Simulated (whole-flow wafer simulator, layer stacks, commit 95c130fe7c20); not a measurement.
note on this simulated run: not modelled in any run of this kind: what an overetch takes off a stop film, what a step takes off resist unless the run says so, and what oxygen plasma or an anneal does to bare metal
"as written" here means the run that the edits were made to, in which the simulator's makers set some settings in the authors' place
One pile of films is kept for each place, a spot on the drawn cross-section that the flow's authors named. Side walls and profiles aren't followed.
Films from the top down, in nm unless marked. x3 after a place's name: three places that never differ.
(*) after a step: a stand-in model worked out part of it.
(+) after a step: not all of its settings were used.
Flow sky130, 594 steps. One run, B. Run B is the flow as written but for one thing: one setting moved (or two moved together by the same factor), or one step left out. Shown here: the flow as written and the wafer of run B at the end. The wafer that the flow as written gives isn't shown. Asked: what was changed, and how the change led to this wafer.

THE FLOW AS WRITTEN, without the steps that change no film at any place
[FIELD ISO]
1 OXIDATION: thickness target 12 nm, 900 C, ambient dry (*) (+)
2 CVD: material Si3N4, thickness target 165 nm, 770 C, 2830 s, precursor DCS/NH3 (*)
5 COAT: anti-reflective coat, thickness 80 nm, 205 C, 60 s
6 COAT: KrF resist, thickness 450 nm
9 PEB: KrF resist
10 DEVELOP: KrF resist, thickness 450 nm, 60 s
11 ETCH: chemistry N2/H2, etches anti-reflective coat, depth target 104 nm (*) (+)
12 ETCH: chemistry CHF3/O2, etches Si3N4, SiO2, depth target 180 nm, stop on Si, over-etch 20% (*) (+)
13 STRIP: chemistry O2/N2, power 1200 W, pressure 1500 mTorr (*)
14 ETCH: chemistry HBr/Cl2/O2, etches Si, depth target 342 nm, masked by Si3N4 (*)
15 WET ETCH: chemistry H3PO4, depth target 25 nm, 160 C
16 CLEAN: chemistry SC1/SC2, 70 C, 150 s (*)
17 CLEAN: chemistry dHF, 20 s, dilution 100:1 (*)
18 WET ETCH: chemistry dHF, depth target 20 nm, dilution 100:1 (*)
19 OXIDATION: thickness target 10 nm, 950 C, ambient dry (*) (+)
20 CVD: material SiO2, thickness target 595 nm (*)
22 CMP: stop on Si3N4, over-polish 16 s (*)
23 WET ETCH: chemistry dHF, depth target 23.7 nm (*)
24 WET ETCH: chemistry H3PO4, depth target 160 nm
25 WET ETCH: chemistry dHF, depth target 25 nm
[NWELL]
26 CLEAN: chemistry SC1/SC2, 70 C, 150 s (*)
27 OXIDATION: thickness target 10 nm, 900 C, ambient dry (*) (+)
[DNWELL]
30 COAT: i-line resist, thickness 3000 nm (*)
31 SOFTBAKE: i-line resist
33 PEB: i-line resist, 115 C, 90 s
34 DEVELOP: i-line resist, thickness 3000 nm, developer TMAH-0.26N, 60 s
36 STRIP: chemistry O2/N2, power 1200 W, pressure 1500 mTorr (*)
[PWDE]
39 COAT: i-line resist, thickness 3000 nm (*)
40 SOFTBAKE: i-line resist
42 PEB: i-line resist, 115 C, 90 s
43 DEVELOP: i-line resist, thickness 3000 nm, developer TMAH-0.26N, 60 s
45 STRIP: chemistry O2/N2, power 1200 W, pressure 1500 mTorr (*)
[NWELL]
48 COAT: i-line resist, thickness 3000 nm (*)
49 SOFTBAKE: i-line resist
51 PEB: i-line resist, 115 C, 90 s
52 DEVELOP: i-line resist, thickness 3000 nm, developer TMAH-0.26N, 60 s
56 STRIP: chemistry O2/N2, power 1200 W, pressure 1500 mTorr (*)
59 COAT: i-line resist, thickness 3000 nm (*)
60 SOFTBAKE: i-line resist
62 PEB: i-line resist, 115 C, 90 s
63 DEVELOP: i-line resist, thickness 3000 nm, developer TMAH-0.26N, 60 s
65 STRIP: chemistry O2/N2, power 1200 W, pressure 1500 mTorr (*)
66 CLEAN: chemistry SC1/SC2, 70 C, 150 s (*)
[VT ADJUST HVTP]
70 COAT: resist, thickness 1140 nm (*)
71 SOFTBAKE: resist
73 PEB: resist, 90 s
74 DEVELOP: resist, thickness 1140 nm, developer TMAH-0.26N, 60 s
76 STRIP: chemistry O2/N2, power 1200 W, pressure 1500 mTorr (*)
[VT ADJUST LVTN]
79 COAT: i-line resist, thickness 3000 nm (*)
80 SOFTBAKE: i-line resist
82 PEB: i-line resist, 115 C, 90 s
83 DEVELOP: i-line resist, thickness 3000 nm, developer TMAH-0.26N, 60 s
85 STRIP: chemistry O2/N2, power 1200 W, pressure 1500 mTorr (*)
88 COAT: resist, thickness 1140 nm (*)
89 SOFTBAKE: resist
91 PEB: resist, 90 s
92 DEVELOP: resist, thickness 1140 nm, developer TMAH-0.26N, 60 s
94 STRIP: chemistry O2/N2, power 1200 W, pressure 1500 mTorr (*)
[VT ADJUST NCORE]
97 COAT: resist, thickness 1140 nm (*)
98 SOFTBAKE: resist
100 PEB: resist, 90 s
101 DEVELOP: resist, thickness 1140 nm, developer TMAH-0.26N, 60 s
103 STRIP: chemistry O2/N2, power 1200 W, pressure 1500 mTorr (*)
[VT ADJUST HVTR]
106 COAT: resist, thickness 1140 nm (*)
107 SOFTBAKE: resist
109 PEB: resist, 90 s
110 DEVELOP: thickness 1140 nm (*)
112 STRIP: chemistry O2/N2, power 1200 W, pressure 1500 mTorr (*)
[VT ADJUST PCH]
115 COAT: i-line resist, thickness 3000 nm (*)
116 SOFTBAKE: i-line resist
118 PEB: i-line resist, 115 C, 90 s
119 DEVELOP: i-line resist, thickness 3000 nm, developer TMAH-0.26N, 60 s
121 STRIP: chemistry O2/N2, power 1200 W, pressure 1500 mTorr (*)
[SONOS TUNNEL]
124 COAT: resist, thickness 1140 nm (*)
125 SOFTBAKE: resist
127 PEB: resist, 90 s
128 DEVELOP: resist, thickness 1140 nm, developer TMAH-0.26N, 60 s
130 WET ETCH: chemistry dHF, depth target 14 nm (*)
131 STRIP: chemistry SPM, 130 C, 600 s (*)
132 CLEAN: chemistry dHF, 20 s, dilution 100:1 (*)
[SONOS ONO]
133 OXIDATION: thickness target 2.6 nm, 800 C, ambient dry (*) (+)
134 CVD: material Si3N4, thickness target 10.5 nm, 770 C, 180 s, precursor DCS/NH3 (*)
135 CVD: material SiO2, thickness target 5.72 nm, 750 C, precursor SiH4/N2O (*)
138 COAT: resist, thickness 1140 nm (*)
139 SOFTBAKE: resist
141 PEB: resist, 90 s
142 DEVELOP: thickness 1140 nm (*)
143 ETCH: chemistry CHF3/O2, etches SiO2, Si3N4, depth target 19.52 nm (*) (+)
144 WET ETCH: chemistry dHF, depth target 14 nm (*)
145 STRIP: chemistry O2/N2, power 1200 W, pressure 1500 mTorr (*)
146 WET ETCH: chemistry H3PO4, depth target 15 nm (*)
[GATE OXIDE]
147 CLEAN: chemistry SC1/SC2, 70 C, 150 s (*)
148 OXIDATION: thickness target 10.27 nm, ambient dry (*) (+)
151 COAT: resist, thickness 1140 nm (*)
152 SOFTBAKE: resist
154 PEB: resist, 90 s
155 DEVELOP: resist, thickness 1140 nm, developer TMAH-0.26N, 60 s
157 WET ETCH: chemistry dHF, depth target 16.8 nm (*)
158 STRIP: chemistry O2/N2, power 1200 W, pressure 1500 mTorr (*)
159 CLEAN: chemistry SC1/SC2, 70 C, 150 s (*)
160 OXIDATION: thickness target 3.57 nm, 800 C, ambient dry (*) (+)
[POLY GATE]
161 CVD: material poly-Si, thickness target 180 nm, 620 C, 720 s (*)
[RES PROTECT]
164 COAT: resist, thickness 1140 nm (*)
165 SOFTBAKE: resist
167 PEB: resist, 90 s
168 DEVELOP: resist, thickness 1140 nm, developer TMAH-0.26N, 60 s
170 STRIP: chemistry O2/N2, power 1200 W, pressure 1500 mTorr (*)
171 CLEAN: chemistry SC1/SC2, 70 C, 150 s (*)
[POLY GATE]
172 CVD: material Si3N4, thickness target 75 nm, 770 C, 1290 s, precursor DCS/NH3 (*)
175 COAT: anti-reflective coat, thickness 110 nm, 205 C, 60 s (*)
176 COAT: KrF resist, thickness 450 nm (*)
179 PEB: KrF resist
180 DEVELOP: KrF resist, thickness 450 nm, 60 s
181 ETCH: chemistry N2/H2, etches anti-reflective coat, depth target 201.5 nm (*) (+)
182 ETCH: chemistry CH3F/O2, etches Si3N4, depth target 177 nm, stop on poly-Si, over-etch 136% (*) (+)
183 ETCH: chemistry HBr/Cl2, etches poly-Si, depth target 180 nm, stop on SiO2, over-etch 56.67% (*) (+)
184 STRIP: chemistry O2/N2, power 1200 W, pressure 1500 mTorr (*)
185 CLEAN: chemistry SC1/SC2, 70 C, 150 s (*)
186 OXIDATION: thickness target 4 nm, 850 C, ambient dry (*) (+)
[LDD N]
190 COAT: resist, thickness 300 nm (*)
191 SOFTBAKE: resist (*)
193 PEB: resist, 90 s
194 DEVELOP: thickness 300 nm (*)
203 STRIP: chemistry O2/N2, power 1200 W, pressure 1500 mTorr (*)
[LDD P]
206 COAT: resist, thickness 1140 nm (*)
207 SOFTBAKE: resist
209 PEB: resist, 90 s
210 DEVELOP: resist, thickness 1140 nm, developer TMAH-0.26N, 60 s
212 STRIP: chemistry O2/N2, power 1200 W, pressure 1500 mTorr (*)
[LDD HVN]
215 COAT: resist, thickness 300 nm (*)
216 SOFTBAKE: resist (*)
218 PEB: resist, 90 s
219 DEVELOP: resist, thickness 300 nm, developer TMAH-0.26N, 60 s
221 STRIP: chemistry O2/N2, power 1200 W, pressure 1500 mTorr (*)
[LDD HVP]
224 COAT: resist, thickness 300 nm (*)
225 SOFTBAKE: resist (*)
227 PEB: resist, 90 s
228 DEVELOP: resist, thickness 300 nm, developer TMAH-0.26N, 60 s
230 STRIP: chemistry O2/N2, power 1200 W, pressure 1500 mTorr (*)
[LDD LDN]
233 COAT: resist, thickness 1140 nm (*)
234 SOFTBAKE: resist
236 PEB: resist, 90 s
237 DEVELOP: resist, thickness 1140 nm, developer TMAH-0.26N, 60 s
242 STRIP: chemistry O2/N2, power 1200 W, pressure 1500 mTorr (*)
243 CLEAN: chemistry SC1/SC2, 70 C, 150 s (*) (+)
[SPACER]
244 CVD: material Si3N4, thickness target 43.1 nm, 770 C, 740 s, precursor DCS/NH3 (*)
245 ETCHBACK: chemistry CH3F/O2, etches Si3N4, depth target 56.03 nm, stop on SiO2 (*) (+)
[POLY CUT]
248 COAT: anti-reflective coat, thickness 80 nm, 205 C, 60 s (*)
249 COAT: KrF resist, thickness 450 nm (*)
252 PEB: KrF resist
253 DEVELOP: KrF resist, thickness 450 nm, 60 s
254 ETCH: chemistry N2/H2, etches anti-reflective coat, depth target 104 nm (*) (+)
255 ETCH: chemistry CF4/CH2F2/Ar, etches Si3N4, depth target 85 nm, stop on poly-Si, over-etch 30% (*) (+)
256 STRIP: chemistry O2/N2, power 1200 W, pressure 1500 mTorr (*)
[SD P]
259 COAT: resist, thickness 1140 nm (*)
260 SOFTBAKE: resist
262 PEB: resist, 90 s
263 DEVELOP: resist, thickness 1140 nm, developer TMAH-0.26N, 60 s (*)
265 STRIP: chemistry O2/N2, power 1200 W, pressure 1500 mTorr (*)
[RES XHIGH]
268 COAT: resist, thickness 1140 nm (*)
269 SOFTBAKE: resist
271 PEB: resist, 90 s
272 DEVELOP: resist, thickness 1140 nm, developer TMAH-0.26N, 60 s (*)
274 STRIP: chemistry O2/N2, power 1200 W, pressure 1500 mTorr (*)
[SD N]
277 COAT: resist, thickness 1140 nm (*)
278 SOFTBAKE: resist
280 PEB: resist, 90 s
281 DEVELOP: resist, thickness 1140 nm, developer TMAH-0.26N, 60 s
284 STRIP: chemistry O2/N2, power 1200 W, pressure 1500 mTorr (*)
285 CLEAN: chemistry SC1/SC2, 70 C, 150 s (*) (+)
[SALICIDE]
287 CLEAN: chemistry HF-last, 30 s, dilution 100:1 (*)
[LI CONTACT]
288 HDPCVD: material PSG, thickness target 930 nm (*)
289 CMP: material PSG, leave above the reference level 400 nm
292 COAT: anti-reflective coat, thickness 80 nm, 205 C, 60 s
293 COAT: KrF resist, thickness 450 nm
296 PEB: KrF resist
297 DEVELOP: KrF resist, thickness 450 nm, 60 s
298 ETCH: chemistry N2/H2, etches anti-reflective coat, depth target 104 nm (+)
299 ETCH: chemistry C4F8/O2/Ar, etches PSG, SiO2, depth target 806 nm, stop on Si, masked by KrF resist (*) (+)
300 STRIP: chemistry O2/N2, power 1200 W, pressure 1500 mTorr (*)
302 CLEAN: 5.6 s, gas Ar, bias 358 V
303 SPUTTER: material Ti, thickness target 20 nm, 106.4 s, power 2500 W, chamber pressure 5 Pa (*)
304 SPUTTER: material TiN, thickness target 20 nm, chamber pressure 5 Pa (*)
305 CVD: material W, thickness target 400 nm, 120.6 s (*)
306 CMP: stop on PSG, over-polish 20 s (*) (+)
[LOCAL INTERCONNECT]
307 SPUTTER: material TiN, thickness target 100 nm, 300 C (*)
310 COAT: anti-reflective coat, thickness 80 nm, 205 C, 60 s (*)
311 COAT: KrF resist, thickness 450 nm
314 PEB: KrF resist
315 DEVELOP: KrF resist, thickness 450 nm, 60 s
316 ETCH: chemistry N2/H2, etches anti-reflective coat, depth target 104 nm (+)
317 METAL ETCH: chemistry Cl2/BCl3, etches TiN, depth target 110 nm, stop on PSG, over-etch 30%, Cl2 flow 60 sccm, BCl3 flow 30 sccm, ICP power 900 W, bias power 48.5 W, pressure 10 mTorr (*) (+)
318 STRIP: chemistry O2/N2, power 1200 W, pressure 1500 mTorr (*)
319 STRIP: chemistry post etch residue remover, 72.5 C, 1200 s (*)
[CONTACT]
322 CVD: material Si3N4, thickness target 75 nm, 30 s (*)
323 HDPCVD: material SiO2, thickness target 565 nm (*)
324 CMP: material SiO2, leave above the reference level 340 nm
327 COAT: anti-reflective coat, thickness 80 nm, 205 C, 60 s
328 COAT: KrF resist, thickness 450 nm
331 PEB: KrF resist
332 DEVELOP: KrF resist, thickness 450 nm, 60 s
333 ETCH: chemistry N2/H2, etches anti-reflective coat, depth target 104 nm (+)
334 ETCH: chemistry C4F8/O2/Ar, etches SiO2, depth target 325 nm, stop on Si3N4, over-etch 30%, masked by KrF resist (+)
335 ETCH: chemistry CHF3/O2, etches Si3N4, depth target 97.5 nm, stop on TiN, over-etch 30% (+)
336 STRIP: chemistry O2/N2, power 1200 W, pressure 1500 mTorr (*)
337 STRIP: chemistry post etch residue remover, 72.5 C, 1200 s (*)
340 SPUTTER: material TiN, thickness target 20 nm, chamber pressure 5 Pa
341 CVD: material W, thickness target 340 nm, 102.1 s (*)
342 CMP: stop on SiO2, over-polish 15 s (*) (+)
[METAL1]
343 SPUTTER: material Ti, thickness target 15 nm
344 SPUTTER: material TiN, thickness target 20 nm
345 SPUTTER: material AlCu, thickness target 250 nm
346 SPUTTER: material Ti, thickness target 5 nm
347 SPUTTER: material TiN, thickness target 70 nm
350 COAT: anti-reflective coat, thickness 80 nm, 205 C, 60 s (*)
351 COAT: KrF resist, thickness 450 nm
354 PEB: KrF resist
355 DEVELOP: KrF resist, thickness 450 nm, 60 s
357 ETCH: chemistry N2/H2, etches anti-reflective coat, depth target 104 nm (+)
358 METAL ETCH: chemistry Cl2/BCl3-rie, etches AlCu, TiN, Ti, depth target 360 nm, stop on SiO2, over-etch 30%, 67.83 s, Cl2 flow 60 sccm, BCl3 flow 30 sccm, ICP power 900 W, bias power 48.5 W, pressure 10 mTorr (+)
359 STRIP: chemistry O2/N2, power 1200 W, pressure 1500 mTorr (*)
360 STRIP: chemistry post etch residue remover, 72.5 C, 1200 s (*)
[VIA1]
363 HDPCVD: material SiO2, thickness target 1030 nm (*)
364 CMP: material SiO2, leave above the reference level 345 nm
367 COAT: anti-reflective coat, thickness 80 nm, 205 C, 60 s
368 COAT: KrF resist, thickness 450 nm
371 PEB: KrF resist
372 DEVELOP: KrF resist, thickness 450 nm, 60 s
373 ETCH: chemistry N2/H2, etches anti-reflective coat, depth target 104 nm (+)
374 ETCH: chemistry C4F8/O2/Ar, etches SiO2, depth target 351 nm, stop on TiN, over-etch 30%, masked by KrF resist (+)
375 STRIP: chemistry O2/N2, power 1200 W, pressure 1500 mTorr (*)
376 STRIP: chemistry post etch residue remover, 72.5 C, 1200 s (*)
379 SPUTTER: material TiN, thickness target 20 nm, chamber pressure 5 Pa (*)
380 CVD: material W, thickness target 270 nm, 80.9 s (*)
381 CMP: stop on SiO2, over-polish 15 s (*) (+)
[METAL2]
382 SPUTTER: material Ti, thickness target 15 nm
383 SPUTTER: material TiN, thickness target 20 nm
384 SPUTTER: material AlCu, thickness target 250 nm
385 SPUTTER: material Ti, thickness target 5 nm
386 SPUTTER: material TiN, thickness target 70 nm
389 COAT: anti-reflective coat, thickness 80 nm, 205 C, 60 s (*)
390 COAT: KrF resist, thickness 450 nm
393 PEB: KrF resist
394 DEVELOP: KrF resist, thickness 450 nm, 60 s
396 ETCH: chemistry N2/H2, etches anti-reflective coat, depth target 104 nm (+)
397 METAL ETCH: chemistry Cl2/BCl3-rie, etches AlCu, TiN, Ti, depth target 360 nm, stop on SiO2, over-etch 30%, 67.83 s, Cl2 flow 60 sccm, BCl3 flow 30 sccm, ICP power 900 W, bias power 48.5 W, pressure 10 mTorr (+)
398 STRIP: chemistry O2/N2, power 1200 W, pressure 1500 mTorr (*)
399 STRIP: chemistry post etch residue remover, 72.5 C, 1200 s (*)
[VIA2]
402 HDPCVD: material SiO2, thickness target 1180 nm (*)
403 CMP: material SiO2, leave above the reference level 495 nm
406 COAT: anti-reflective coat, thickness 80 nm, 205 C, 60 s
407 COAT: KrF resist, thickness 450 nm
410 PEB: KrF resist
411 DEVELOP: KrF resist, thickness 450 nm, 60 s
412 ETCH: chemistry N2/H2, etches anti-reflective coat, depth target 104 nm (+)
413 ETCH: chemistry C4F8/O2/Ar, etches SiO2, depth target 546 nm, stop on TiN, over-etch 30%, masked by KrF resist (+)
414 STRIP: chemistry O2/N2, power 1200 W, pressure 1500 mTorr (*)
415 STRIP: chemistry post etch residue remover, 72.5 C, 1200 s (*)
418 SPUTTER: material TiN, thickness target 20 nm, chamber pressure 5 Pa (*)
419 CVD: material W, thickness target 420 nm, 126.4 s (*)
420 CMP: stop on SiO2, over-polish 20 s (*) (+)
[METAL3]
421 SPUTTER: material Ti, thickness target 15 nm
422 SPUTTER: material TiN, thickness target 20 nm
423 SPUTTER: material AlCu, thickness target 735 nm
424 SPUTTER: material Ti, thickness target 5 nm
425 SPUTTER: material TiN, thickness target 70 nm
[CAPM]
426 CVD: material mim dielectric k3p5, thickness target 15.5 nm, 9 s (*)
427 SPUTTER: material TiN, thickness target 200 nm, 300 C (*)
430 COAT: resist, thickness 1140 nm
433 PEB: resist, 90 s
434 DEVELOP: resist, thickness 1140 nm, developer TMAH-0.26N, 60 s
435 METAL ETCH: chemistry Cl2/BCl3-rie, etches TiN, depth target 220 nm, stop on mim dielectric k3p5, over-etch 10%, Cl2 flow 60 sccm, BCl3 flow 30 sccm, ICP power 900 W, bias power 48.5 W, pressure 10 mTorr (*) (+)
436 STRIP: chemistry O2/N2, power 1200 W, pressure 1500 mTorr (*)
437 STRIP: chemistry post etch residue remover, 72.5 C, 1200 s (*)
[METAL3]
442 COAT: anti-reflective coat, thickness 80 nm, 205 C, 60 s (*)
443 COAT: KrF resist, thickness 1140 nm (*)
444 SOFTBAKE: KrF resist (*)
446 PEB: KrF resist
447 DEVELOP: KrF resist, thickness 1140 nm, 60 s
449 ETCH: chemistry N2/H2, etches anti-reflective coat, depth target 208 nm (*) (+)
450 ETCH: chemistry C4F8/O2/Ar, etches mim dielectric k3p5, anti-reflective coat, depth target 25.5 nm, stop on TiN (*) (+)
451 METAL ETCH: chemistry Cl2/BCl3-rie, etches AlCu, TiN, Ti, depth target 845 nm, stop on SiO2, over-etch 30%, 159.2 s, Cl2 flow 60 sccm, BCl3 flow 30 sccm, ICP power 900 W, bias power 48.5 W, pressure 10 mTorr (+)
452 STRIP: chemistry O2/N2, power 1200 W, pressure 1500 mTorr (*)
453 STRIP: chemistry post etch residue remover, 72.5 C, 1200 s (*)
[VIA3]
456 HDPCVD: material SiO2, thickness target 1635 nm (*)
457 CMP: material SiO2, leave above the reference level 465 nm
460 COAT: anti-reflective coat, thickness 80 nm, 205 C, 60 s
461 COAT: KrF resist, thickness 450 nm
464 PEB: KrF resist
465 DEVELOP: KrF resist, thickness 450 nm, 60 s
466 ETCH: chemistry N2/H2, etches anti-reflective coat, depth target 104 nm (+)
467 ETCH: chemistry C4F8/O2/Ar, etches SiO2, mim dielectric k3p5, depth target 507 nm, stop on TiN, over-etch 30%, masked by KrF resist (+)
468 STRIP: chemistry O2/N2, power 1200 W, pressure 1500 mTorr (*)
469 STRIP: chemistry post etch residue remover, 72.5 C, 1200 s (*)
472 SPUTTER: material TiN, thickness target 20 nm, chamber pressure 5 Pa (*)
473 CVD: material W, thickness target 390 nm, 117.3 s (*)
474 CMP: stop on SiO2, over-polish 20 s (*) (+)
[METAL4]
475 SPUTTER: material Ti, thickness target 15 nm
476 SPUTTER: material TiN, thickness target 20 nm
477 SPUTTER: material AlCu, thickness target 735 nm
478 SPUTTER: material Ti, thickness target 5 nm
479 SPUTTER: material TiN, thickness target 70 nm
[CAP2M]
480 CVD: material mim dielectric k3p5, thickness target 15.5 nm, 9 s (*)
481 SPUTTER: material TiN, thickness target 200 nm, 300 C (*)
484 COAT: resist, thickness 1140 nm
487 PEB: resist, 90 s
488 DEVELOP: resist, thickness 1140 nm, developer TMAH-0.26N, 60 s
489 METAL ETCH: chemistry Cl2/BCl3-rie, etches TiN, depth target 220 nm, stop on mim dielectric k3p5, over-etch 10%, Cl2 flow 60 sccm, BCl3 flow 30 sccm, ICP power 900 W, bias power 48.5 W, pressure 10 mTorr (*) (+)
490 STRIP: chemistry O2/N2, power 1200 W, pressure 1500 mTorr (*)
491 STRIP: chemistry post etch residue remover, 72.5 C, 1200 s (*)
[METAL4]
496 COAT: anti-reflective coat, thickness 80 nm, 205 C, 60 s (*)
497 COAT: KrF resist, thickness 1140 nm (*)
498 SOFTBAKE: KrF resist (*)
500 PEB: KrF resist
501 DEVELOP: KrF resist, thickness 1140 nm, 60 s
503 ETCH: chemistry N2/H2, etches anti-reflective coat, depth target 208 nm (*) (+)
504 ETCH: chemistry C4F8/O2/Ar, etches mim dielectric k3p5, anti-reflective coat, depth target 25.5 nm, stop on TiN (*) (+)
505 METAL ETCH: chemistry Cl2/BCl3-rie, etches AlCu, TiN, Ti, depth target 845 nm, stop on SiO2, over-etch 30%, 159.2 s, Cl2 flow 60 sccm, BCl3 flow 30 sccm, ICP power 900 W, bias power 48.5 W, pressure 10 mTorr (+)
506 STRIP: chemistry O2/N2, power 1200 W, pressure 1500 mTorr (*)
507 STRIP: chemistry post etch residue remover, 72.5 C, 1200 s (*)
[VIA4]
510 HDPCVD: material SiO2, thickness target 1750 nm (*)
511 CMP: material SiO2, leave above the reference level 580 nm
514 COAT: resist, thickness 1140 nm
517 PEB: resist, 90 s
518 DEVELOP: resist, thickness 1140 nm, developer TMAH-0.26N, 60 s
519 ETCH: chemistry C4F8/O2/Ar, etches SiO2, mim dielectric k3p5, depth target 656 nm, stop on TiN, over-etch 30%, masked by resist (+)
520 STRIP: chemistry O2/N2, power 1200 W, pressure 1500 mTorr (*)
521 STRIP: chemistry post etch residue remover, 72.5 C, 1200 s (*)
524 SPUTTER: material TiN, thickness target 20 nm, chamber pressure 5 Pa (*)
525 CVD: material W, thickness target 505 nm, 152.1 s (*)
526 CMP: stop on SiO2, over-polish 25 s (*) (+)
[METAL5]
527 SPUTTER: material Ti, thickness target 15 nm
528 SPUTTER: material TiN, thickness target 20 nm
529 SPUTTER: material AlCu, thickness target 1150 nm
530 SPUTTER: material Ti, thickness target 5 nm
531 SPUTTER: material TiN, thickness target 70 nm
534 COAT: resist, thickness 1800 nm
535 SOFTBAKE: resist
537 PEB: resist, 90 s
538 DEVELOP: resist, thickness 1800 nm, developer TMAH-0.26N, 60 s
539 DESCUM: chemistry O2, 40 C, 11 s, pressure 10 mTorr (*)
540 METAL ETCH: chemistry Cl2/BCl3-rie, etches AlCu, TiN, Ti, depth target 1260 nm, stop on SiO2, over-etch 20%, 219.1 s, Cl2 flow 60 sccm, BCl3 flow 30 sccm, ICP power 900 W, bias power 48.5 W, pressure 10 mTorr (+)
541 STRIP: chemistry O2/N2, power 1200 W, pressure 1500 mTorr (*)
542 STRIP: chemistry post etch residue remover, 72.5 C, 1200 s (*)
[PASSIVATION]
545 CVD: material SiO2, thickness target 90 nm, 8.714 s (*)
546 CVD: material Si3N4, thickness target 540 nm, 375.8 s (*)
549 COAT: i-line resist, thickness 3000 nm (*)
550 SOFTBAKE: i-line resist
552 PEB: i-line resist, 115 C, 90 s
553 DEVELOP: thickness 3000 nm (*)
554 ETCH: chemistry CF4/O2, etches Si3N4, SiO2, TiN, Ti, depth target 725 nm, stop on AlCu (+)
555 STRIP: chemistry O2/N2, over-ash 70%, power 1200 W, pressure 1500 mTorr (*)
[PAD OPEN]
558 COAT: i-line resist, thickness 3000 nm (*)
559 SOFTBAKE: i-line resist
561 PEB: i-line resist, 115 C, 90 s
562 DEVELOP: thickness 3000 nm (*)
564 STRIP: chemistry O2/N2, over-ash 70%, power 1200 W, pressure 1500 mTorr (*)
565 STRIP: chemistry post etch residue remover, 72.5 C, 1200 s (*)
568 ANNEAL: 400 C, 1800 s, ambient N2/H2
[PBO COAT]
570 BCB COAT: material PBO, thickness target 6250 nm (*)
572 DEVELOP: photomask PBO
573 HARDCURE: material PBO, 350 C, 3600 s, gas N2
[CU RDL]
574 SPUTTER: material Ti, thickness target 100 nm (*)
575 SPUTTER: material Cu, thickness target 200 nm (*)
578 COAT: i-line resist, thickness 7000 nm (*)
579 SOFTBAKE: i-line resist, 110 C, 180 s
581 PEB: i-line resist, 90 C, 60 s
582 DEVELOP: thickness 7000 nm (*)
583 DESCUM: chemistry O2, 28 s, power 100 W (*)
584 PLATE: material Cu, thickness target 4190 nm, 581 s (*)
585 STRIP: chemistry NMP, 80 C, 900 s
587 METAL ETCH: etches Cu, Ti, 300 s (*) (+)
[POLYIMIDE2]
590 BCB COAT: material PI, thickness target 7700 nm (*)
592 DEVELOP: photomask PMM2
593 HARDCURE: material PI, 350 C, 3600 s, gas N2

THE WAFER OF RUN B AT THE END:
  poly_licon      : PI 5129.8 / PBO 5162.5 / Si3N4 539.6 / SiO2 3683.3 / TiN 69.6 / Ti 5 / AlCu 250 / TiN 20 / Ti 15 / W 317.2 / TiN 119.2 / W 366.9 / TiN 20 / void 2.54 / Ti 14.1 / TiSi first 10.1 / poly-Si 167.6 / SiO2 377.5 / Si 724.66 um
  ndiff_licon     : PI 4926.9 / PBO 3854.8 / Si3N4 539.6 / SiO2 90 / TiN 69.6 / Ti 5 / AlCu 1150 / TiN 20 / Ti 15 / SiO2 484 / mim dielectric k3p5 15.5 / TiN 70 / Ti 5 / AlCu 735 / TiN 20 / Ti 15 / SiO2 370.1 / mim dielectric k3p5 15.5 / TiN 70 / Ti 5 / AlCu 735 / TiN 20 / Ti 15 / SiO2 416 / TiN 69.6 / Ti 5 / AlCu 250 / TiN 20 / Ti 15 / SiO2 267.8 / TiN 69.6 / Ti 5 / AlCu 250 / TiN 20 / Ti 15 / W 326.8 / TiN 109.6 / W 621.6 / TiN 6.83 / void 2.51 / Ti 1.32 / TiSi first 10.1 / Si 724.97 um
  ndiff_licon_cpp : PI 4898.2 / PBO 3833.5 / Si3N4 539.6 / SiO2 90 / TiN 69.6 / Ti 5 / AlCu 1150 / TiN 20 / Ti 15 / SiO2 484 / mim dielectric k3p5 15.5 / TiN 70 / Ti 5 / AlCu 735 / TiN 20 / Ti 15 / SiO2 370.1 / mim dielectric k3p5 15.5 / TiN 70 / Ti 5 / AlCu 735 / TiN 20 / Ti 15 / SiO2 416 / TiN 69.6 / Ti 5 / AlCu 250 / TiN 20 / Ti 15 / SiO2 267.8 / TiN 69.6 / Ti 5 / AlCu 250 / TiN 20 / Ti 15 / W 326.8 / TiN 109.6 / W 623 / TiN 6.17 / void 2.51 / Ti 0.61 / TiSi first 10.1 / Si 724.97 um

The cause: step 568, ANNEAL: 423 C was run, where the flow has 400 C.

How the change led to this, step by step:
  568 ANNEAL: 400 C, 1800 s, ambient N2/H2
      poly_licon, rpo_hd_licon: under 11 films: void +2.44 (new film), Ti -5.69, TiSi first +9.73 (new film), poly-Si -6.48 (as written it would be: under 11 films: void +1.54 (new film), Ti -3.59, TiSi first +6.13 (new film), poly-Si -4.08)
      ndiff_licon, ndiff_licon_cpp: under 37 films: void +2.41 (new film), Ti -5.69, TiSi first +9.73 (new film), Si -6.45 (as written it would be: under 37 films: void +1.52 (new film), Ti -3.59, TiSi first +6.13 (new film), Si -4.07)
